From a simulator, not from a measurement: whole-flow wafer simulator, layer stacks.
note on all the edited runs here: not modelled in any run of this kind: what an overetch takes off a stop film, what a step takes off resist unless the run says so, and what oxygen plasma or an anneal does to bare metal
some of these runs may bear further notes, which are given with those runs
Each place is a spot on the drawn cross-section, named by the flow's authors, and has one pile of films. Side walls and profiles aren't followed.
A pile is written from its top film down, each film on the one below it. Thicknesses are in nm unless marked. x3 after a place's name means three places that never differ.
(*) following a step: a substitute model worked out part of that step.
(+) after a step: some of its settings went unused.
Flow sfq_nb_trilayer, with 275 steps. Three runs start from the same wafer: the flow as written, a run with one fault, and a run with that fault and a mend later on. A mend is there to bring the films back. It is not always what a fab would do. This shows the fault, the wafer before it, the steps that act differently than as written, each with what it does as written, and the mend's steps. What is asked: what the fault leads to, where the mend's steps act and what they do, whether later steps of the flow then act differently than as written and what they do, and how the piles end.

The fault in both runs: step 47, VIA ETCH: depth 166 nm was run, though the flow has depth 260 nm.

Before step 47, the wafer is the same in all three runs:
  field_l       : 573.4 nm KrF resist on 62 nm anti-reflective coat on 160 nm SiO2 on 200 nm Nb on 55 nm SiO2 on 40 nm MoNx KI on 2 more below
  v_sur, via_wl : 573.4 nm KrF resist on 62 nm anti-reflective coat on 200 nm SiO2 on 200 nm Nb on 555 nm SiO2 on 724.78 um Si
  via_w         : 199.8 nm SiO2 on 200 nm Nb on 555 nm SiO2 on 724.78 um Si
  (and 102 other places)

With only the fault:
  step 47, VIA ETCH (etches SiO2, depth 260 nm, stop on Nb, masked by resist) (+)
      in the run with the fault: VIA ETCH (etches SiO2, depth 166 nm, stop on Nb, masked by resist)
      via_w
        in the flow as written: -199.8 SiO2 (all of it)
        in the run with the fault: -166 SiO2
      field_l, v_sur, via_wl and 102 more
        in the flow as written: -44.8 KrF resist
        in the run with the fault: -28.6 KrF resist
  Later steps of the flow acting differently than as written (3 more steps, not shown, differ only slightly: by at most 2% or 0.5 nm, whichever is larger):
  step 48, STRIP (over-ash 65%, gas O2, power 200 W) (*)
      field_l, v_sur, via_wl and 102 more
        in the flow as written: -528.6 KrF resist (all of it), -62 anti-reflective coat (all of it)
        in the run with the fault: -544.8 KrF resist (all of it), -62 anti-reflective coat (all of it)
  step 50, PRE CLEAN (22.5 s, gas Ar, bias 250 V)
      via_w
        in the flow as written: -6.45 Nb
        in the run with the fault: -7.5 SiO2
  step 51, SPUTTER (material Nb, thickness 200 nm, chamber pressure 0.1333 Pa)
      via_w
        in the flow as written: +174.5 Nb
        in the run with the fault: +181.3 Nb (new film)
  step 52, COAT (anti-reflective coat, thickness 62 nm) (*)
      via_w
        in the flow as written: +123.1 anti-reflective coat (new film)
        in the run with the fault: +114.4 anti-reflective coat (new film)
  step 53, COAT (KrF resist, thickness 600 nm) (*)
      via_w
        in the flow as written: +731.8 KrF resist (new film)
        in the run with the fault: +705.7 KrF resist (new film)
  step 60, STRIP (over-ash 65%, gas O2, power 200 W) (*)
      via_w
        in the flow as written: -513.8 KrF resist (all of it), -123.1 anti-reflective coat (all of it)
        in the run with the fault: -487.8 KrF resist (all of it), -114.4 anti-reflective coat (all of it)
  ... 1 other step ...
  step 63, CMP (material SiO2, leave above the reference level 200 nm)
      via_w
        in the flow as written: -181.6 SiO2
        in the run with the fault: -157.1 SiO2
  The piles end different from the flow's at via_w by more than 2% or 0.5 nm, whichever is larger.
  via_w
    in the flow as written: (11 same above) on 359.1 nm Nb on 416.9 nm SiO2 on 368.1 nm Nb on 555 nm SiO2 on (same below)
    in the run with the fault: (11 same above) on 359.1 nm Nb on 377.4 nm SiO2 on 181.3 nm Nb on 26.3 nm SiO2 on 200 nm Nb on 555 nm SiO2 on (same below)

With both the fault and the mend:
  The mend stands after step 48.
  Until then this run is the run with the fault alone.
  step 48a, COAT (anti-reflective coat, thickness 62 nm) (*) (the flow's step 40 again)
      p4_fl x3, p4_w1 x9, p4_g1 x2 and 63 more
        +62 anti-reflective coat (new film)
      ce_r, sp_r, be_r and 12 more
        +61.8 anti-reflective coat (new film)
      gap, jj_sur, ce_l, c5j
        +61.7 anti-reflective coat (new film)
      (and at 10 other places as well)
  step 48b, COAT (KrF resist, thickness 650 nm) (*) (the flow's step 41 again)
      p4_fl x3, p4_w1 x9, p4_g1 x2 and 63 more
        +650 KrF resist (new film)
      field_r, lsp_l, ln_m5, lsp_m, ln_m6, lsp_r, l0_sur
        +649.6 KrF resist (new film)
      r_sur, res, r_end, moat, l0v
        +649.5 KrF resist (new film)
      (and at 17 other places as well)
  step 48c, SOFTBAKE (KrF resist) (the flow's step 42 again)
      leaves every film unchanged at each place that is followed
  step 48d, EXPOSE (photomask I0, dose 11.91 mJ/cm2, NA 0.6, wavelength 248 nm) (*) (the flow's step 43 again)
      leaves every film unchanged at each place that is followed
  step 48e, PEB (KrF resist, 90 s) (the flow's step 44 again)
      gap, jj_sur, ce_l and 93 more
        -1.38 KrF resist
      via_v, wire, be, be_sur
        -1.37 KrF resist
      field_l, via_sp
        -1.36 KrF resist
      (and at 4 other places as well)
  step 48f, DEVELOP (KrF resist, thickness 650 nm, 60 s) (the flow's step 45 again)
      field_l, v_sur, via_wl and 102 more
        -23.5 KrF resist
      via_w
        -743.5 KrF resist (all of it)
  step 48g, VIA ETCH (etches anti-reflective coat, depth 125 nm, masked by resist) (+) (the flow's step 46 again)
      field_l, v_sur, via_wl and 102 more
        -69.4 KrF resist
      via_w
        -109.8 anti-reflective coat (all of it)
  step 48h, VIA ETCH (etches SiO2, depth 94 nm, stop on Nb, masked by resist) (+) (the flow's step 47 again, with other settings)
      field_l, v_sur, via_wl and 102 more
        -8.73 KrF resist
      via_w
        -33.8 SiO2 (all of it)
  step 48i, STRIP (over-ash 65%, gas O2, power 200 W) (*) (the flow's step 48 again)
      p4_fl x3, p4_w1 x9, p4_g1 x2 and 63 more
        -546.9 KrF resist (all of it), -62 anti-reflective coat (all of it)
      moat, field_r, lsp_l, ln_m5, lsp_m, ln_m6, lsp_r, l0_sur
        -546.5 KrF resist (all of it), -61.8 anti-reflective coat (all of it)
      be_r, r_sur, res, r_end, l0v
        -546.4 KrF resist (all of it), -61.8 anti-reflective coat (all of it)
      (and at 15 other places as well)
  Every later step of the flow that is run acts as written, at every place that is followed, to within 2% or 0.5 nm, whichever is larger.
  The piles end only slightly different from the flow's at the places that both follow, by no more than 2% or 0.5 nm, whichever is larger.
